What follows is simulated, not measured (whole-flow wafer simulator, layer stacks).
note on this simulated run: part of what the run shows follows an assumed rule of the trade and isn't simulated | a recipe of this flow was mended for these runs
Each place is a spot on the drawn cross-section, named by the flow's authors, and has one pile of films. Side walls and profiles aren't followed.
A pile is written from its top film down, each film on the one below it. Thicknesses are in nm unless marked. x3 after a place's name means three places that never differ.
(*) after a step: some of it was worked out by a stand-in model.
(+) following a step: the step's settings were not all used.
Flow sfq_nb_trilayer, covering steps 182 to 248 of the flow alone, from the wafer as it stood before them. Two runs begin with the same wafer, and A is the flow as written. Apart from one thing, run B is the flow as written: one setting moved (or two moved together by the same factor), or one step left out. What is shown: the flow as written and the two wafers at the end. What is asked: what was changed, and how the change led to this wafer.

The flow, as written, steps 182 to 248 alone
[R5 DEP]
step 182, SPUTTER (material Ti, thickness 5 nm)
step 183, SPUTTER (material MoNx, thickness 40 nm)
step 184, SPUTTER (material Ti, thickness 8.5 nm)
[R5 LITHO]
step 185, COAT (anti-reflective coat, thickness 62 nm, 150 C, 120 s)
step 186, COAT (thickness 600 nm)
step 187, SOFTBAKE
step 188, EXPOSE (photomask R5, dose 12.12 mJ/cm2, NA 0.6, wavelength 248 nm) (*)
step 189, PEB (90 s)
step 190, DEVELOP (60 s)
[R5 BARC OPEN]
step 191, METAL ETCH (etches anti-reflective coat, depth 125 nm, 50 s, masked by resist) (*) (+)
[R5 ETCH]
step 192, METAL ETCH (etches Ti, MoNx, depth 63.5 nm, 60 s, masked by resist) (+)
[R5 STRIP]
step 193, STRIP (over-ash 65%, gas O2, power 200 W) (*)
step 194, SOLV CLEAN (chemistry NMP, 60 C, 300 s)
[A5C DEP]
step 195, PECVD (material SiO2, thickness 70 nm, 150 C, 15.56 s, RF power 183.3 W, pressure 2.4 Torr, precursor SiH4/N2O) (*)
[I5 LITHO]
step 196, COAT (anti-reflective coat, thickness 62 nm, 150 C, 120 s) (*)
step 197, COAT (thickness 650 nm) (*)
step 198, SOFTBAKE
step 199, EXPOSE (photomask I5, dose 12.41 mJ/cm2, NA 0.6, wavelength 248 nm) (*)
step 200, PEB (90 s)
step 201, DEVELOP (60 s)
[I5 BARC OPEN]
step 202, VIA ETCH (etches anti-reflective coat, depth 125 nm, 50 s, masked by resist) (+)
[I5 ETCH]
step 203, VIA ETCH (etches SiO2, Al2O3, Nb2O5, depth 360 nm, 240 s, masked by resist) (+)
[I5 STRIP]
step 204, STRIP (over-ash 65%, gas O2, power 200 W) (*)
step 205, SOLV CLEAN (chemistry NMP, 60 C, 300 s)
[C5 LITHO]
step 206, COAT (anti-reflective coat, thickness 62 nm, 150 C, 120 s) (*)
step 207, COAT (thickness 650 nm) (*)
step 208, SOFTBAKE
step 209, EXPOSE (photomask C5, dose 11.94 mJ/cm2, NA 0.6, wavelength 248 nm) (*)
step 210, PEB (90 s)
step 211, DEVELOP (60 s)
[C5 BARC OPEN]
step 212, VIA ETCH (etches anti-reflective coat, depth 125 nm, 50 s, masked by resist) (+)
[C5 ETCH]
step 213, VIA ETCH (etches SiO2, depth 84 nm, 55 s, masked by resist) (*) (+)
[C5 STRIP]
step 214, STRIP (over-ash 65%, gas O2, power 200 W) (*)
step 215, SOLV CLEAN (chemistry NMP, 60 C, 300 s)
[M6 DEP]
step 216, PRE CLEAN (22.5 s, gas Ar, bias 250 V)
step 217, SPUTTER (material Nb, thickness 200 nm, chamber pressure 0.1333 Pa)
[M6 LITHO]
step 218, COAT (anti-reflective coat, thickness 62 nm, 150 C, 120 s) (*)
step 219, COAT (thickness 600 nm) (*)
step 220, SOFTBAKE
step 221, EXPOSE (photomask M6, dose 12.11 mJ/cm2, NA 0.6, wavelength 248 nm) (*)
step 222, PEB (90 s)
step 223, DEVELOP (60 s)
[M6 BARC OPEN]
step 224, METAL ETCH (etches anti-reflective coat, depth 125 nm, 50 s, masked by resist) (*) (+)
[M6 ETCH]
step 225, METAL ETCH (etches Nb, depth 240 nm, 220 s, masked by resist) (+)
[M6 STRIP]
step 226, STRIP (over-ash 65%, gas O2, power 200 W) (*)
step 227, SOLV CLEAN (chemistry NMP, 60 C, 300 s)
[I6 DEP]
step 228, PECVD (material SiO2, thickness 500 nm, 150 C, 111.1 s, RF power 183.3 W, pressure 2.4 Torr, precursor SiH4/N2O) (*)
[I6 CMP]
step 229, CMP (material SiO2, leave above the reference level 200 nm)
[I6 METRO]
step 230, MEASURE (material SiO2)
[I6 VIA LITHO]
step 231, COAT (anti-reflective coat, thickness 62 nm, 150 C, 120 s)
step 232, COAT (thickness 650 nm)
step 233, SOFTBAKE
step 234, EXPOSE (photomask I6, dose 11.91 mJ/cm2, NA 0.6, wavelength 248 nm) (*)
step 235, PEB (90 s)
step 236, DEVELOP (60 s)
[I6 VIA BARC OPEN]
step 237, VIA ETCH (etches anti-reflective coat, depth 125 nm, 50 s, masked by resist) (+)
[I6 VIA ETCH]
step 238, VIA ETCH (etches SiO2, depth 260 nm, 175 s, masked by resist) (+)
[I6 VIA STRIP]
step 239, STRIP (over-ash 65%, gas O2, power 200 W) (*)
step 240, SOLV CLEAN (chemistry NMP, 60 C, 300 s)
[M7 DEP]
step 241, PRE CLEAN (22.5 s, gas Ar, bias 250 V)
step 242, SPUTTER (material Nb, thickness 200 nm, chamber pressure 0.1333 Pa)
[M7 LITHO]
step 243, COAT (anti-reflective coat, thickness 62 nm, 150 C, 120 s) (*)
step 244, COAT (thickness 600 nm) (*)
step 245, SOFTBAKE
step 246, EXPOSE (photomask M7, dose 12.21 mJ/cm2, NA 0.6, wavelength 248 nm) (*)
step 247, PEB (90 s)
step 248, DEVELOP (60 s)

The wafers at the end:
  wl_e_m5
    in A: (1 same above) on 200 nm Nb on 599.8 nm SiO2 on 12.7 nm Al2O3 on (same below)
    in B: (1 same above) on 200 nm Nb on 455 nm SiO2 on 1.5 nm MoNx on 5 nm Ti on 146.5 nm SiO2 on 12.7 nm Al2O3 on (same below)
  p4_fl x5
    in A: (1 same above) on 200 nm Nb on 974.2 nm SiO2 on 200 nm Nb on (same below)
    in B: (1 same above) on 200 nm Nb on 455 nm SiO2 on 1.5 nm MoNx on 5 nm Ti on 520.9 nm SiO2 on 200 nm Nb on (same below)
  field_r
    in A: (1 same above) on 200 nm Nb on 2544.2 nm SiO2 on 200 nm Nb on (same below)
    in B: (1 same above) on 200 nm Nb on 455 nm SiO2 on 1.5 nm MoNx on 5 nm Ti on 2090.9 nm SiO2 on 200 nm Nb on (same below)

What caused this: step 183, SPUTTER: thickness 56.5 nm was run, whereas the flow has thickness 40 nm.

The path from the change to this, step by step:
  step 183, SPUTTER (material MoNx, thickness 40 nm)
      field_l, v_sur, via_wl and 103 more: A MoNx gains 40 (new film) | B MoNx gains 56.5 (new film)
  step 192, METAL ETCH (etches Ti, MoNx, depth 63.5 nm, 60 s, masked by resist) (+)
      field_l, v_sur, via_wl and 92 more: A Ti loses 8.5 (all of it), MoNx loses 40 (all of it), Ti loses 5 (all of it), SiO2 loses 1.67 | B Ti loses 8.5 (all of it), MoNx loses 55
      ce_l, c5j, ce_r, wl_jj: A Ti loses 8.5 (all of it), MoNx loses 40 (all of it), Ti loses 5 (all of it), Nb loses 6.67 | B Ti loses 8.5 (all of it), MoNx loses 55
  step 195, PECVD (material SiO2, thickness 70 nm, 150 C, 15.56 s, RF power 183.3 W, pressure 2.4 Torr, precursor SiH4/N2O) (*)
      field_l, v_sur, via_wl and 92 more: A SiO2 gains 70 | B SiO2 gains 70 (new film)
  step 196, COAT (anti-reflective coat, thickness 62 nm, 150 C, 120 s) (*)
      r5r_line_l, r5r_line_c, r5r_line_r: A anti-reflective coat gains 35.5 (new film) | B anti-reflective coat gains 31.9 (new film)
      wl_j_sl, wl_j_sr: A anti-reflective coat gains 60.5 (new film) | B anti-reflective coat gains 62 (new film)
      (and at 9 other places as well)
  step 203, VIA ETCH (etches SiO2, Al2O3, Nb2O5, depth 360 nm, 240 s, masked by resist) (+)
      be: A SiO2 loses 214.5 (all of it), Al2O3 loses 12.7 (all of it), Nb2O5 loses 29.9 (all of it), Nb loses 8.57 | B SiO2 loses 69.7 (all of it), MoNx loses 1.5 (all of it), Ti loses 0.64
  step 204, STRIP (over-ash 65%, gas O2, power 200 W) (*)
      r5r_line_l, r5r_line_c, r5r_line_r: A KrF-resist-other-grade loses 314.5 (all of it), anti-reflective coat loses 35.5 (all of it) | B KrF-resist-other-grade loses 314.3 (all of it), anti-reflective coat loses 31.9 (all of it)
      wl_j_sl, wl_j_sr: A KrF-resist-other-grade loses 316.4 (all of it), anti-reflective coat loses 60.5 (all of it) | B KrF-resist-other-grade loses 315.7 (all of it), anti-reflective coat loses 62 (all of it)
      (and at 9 other places as well)
  step 206, COAT (anti-reflective coat, thickness 62 nm, 150 C, 120 s) (*)
      r5r_line_l, r5r_line_c, r5r_line_r: A anti-reflective coat gains 35.5 (new film) | B anti-reflective coat gains 31.9 (new film)
      wl_j_sl, wl_j_sr: A anti-reflective coat gains 60.5 (new film) | B anti-reflective coat gains 62 (new film)
      (and at 17 other places as well)
  step 207, COAT (thickness 650 nm) (*)
      be: A KrF-resist-other-grade gains 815 (new film) | B KrF-resist-other-grade gains 672.2 (new film)
      gap: A KrF-resist-other-grade gains 641 (new film) | B KrF-resist-other-grade gains 654.3 (new film)
  step 212, VIA ETCH (etches anti-reflective coat, depth 125 nm, 50 s, masked by resist) (+)
      c5j: A anti-reflective coat loses 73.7 (all of it), SiO2 loses 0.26 | B anti-reflective coat loses 68.5 (all of it), SiO2 loses 0.28
  step 213, VIA ETCH (etches SiO2, depth 84 nm, 55 s, masked by resist) (*) (+)
      c5j: A SiO2 loses 69.7 (all of it), Nb loses 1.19 | B SiO2 loses 69.7 (all of it), MoNx loses 1.5 (all of it), Ti loses 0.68
  step 214, STRIP (over-ash 65%, gas O2, power 200 W) (*)
      r5r_line_l, r5r_line_c, r5r_line_r: A KrF-resist-other-grade loses 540 (all of it), anti-reflective coat loses 35.5 (all of it) | B KrF-resist-other-grade loses 539.8 (all of it), anti-reflective coat loses 31.9 (all of it)
      wl_j_sl, wl_j_sr: A KrF-resist-other-grade loses 541.9 (all of it), anti-reflective coat loses 60.5 (all of it) | B KrF-resist-other-grade loses 541.2 (all of it), anti-reflective coat loses 62 (all of it)
      (and at 16 other places as well)
  step 216, PRE CLEAN (22.5 s, gas Ar, bias 250 V)
      be: A Nb loses 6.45 | B Ti loses 4.36 (all of it), SiO2 loses 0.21
      c5j: A Nb loses 6.45 | B Ti loses 4.32 (all of it), Nb loses 0.24
  step 217, SPUTTER (material Nb, thickness 200 nm, chamber pressure 0.1333 Pa)
      be: A Nb gains 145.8 | B Nb gains 192.5 (new film)
  step 218, COAT (anti-reflective coat, thickness 62 nm, 150 C, 120 s) (*)
      r5r_line_l, r5r_line_c, r5r_line_r: A anti-reflective coat gains 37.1 (new film) | B anti-reflective coat gains 33.9 (new film)
      wl_j_sl, wl_j_sr: A anti-reflective coat gains 60.5 (new film) | B anti-reflective coat gains 62 (new film)
      (and at 19 other places as well)
  step 219, COAT (thickness 600 nm) (*)
      via_v: A KrF-resist-other-grade gains 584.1 (new film) | B KrF-resist-other-grade gains 598.2 (new film)
      be: A KrF-resist-other-grade gains 795.2 (new film) | B KrF-resist-other-grade gains 619.6 (new film)
      (and at 1 other place as well)
  step 223, DEVELOP (60 s)
      gap: A KrF-resist-other-grade loses 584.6 (all of it) | B KrF-resist-other-grade loses 600.6 (all of it)
  ... 3 other steps ...
  step 229, CMP (material SiO2, leave above the reference level 200 nm)
      r5r_line_l, r5r_spacepad_l, r5r_spacepad_r, r5r_line_c, r5r_line_r: A SiO2 loses 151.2 | B SiO2 loses 159.5
      be_r, r_sur, r_end: A SiO2 loses 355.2 | B SiO2 loses 363.5
      (and at 3 other places as well)
With metal films that touch counted as one body, wl_e_m5 has 8 bodies (between them, from the top down: SiO2 455; SiO2 146.5 / Al2O3 12.7 / Nb2O5 29.9; SiO2 192.5; SiO2 192.5; SiO2 192.5; SiO2 192.5; SiO2 192.5); the flow as written gives 7 bodies (between them, from the top down: SiO2 599.8 / Al2O3 12.7 / Nb2O5 29.9; SiO2 192.5; SiO2 192.5; SiO2 192.5; SiO2 192.5; SiO2 192.5).
With metal films that touch counted as one body, p4_fl x5 has 4 bodies (between them, from the top down: SiO2 455; SiO2 520.9; SiO2 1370); the flow as written gives 3 bodies (between them, from the top down: SiO2 974.2; SiO2 1370).
With metal films that touch counted as one body, field_r has 3 bodies (between them, from the top down: SiO2 455; SiO2 2090.9); the flow as written gives 2 bodies (between them, from the top down: SiO2 2544.2).
